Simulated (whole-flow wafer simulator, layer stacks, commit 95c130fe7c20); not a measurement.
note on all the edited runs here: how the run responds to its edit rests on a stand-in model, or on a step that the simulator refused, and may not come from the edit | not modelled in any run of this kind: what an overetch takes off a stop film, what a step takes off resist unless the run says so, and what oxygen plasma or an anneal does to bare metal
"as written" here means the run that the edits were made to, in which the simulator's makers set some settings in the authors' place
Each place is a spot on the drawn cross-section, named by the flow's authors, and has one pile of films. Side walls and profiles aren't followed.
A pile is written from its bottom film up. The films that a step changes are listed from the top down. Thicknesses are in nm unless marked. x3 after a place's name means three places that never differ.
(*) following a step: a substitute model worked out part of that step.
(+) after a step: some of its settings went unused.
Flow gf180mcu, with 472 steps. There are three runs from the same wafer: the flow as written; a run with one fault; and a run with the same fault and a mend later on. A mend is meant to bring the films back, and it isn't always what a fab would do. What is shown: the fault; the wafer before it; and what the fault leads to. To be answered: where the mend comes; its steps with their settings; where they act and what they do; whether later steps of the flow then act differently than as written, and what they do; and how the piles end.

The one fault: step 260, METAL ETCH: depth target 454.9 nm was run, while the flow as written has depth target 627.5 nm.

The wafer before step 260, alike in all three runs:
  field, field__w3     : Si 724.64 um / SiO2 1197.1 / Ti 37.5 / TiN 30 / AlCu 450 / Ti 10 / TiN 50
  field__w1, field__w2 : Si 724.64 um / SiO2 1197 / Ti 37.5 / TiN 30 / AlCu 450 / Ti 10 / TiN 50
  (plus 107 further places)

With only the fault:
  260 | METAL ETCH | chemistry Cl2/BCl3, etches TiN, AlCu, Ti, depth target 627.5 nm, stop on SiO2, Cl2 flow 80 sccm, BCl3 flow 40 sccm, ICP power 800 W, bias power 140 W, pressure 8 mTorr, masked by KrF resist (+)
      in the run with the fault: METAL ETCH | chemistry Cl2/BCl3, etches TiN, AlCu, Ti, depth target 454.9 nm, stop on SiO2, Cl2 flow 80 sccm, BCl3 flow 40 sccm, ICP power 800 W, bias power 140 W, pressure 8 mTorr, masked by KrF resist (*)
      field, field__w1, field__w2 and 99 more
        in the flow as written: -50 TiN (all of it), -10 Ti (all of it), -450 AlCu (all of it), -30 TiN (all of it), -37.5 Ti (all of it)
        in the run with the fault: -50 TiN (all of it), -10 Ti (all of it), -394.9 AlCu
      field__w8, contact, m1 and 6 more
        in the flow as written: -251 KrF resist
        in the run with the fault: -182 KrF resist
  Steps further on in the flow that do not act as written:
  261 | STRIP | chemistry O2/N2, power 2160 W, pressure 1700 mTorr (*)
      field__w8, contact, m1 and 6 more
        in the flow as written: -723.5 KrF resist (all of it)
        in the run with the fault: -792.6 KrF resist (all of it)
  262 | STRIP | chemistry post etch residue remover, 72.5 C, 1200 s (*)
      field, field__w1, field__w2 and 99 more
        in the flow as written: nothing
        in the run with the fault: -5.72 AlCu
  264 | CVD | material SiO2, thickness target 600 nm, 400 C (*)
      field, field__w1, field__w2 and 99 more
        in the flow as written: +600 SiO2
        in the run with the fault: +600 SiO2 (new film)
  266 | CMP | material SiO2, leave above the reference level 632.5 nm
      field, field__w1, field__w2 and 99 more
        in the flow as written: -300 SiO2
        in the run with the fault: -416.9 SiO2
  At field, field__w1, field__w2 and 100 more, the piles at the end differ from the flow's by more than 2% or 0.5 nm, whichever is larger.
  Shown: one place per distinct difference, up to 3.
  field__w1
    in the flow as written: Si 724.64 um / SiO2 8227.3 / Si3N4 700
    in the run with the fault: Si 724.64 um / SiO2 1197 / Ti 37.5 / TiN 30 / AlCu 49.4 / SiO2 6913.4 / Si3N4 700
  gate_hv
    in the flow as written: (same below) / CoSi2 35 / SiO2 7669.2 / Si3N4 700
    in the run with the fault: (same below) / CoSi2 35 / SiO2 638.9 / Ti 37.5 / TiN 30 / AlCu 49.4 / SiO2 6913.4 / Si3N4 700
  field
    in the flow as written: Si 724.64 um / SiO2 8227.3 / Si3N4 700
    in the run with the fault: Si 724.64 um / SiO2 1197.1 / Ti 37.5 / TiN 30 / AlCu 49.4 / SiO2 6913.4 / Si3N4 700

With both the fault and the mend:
  After step 260 comes the mend.
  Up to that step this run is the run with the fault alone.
  260a | METAL ETCH | chemistry Cl2/BCl3, etches TiN, AlCu, Ti, depth target 172.6 nm, stop on SiO2, Cl2 flow 80 sccm, BCl3 flow 40 sccm, ICP power 800 W, bias power 140 W, pressure 8 mTorr, masked by KrF resist (+) (a further turn of the flow's step 260, with different settings)
      field, field__w1, field__w2 and 99 more
        -55.1 AlCu (all of it), -30 TiN (all of it), -37.5 Ti (all of it)
      field__w8, contact, m1 and 6 more
        -69 KrF resist
  None of the later steps of the flow acts differently than as written at any place that is followed.
  The piles end the same as the flow's at every place that both follow.
